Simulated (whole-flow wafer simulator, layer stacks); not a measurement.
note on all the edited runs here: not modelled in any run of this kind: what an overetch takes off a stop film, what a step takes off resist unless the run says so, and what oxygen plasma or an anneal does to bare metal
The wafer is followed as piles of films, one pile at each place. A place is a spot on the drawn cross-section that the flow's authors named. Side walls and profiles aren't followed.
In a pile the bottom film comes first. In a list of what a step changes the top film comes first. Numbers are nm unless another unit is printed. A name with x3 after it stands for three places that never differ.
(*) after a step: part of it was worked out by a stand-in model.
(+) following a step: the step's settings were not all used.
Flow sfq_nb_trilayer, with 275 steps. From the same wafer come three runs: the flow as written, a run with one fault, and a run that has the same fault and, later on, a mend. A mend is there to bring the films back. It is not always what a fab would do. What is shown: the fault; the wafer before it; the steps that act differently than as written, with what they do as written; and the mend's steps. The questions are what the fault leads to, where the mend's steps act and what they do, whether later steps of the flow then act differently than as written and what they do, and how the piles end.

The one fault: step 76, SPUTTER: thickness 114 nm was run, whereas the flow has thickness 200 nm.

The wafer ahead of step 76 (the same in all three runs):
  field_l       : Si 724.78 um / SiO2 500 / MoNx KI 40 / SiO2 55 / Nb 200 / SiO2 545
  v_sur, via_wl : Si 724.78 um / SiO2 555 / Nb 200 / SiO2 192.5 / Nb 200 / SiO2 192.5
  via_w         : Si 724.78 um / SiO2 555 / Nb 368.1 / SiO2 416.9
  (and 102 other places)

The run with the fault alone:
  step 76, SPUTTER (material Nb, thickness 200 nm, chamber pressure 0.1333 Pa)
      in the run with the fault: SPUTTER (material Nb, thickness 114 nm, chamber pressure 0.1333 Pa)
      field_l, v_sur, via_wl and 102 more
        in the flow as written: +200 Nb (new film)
        in the run with the fault: +114 Nb (new film)
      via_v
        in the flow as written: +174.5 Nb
        in the run with the fault: +100.3 Nb
  Steps further on in the flow that do not act as written (4 more steps, not shown, differ only slightly: by at most 2% or 0.5 nm, whichever is larger):
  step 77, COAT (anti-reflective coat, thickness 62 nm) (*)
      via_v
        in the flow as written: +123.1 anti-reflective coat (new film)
        in the run with the fault: +119.3 anti-reflective coat (new film)
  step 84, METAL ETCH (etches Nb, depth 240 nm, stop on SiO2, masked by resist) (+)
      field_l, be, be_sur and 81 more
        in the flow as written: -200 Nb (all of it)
        in the run with the fault: -114 Nb (all of it)
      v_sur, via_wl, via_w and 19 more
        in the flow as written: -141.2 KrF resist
        in the run with the fault: -100.6 KrF resist
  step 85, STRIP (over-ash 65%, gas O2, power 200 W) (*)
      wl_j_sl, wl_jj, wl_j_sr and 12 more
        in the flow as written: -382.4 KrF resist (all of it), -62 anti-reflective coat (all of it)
        in the run with the fault: -423 KrF resist (all of it), -62 anti-reflective coat (all of it)
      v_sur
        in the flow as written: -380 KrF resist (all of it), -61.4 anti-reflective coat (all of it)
        in the run with the fault: -420.7 KrF resist (all of it), -61.4 anti-reflective coat (all of it)
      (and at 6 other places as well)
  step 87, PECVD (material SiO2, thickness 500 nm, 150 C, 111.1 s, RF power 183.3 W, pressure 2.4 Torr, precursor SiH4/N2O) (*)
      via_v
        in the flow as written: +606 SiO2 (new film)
        in the run with the fault: +584.9 SiO2 (new film)
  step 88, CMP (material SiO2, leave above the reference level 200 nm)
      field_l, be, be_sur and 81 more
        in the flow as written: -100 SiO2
        in the run with the fault: -186 SiO2
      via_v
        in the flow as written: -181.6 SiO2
        in the run with the fault: -172.3 SiO2
  At field_l, v_sur, via_wl and 103 more, the piles at the end differ from the flow's by more than 2% or 0.5 nm, whichever is larger.
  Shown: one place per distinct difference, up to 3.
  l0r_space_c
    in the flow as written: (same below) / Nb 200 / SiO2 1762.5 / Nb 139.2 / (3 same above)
    in the run with the fault: (same below) / Nb 200 / SiO2 1676.5 / Nb 139.2 / (3 same above)
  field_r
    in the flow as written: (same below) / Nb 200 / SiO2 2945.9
    in the run with the fault: (same below) / Nb 200 / SiO2 2859.9
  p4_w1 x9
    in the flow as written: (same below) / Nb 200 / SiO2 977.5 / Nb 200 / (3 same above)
    in the run with the fault: (same below) / Nb 200 / SiO2 891.5 / Nb 200 / (3 same above)

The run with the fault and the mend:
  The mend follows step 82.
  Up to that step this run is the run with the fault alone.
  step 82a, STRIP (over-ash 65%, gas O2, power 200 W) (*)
      p4_fl x3, p4_w1 x9, p4_g1 x2 and 48 more
        -62 anti-reflective coat (all of it)
      wl_j_sl, wl_jj, wl_j_sr and 12 more
        -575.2 KrF resist (all of it), -62 anti-reflective coat (all of it)
      moat, field_r, lsp_l and 6 more
        -61.8 anti-reflective coat (all of it)
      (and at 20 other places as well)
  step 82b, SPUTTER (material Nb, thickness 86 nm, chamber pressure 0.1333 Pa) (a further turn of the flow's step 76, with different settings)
      field_l, v_sur, via_wl and 102 more
        +86 Nb
      via_v
        +70 Nb
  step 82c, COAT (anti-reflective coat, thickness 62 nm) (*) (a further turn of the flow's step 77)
      p4_fl x3, p4_w1 x9, p4_g1 x2 and 63 more
        +62 anti-reflective coat (new film)
      moat, field_r, lsp_l and 6 more
        +61.8 anti-reflective coat (new film)
      be_r, r_sur, res, r_end
        +61.7 anti-reflective coat (new film)
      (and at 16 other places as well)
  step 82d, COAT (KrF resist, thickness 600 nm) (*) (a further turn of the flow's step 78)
      p4_fl x3, p4_w1 x9, p4_g1 x2 and 63 more
        +600 KrF resist (new film)
      field_r, lsp_l, ln_m5, l0v
        +599.5 KrF resist (new film)
      lsp_m, ln_m6, lsp_r, l0_sur
        +599.6 KrF resist (new film)
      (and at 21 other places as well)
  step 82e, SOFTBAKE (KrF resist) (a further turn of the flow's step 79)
      does not change any film at any place that is followed
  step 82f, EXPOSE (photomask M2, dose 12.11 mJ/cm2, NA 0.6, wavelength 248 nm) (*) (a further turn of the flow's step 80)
      does not change any film at any place that is followed
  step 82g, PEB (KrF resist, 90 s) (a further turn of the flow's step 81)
      field_l, v_sur, via_wl and 97 more
        -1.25 KrF resist
      via_w, via_wr, via_sp, wire, be
        -1.24 KrF resist
      via_v
        -1.6 KrF resist
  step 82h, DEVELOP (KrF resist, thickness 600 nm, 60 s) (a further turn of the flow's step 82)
      p4_fl x3, p4_w1 x9, p4_g1 x2 and 48 more
        -598.7 KrF resist (all of it)
      v_sur, via_wl, via_w and 19 more
        -23.5 KrF resist
      lsp_l, ln_m5, lsp_m, ln_m6, lsp_r, l0_sur, l0v
        -598.3 KrF resist (all of it)
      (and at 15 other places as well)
  Every later step of the flow that is run acts as written, at every place that is followed, to within 2% or 0.5 nm, whichever is larger.
  The piles end only slightly different from the flow's at the places that both follow, by no more than 2% or 0.5 nm, whichever is larger.
